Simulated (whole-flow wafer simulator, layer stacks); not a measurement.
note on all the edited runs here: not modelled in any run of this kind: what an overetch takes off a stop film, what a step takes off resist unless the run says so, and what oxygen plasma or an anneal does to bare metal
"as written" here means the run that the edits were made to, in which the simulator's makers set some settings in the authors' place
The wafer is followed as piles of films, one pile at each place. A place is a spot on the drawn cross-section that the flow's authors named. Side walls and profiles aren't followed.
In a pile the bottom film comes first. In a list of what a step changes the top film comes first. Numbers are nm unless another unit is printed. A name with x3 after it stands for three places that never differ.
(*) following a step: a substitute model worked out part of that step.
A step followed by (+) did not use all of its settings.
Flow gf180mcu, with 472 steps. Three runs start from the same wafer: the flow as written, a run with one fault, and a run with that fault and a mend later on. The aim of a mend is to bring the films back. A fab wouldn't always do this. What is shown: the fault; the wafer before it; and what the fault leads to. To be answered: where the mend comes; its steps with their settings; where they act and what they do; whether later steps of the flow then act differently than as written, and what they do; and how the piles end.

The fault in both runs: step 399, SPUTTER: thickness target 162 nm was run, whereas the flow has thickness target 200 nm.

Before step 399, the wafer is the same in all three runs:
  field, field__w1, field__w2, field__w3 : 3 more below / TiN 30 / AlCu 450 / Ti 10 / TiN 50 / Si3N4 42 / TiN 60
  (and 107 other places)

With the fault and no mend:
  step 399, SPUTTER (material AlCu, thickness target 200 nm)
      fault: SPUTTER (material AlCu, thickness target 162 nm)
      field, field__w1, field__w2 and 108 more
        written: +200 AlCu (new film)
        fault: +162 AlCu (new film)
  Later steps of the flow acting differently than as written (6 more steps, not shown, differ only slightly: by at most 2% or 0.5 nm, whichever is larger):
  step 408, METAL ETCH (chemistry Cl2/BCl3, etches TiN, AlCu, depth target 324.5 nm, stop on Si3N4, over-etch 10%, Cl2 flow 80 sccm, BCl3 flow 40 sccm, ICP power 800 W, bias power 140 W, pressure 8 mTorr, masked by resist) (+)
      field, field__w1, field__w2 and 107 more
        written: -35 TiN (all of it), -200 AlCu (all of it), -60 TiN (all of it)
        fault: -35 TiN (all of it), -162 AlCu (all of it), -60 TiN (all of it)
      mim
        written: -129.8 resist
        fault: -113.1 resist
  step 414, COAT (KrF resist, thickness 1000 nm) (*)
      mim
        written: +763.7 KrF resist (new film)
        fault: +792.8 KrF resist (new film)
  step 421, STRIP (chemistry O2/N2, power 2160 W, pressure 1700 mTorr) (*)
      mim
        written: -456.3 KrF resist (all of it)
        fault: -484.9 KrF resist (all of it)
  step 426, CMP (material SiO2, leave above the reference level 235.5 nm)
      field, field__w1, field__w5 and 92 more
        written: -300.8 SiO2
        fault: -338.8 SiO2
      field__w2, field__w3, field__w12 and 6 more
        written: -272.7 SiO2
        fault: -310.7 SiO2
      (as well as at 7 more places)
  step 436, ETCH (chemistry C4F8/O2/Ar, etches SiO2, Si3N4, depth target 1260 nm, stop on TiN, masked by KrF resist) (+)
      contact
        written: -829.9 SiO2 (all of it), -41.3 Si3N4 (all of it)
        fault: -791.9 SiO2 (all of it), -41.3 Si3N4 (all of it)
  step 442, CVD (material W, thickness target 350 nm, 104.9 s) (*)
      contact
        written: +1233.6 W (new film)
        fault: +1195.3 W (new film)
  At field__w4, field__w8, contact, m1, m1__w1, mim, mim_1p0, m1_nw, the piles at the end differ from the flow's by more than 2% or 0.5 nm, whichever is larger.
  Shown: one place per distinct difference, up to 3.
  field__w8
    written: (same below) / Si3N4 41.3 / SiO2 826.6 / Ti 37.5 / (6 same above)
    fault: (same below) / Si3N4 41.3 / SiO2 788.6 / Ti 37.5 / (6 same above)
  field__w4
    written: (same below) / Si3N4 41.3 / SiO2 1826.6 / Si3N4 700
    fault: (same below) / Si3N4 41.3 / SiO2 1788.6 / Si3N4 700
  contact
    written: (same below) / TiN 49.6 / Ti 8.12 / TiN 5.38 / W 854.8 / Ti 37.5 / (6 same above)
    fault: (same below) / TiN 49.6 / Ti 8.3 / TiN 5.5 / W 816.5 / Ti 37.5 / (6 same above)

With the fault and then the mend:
  After step 399 comes the mend.
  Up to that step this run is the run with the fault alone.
  step 399a, SPUTTER (material AlCu, thickness target 38 nm) (a further turn of the flow's step 399, with different settings)
      field, field__w1, field__w2 and 108 more
        +38 AlCu
  None of the later steps of the flow acts differently than as written at any place that is followed.
  By the end, the piles equal the flow's at every place that both follow.
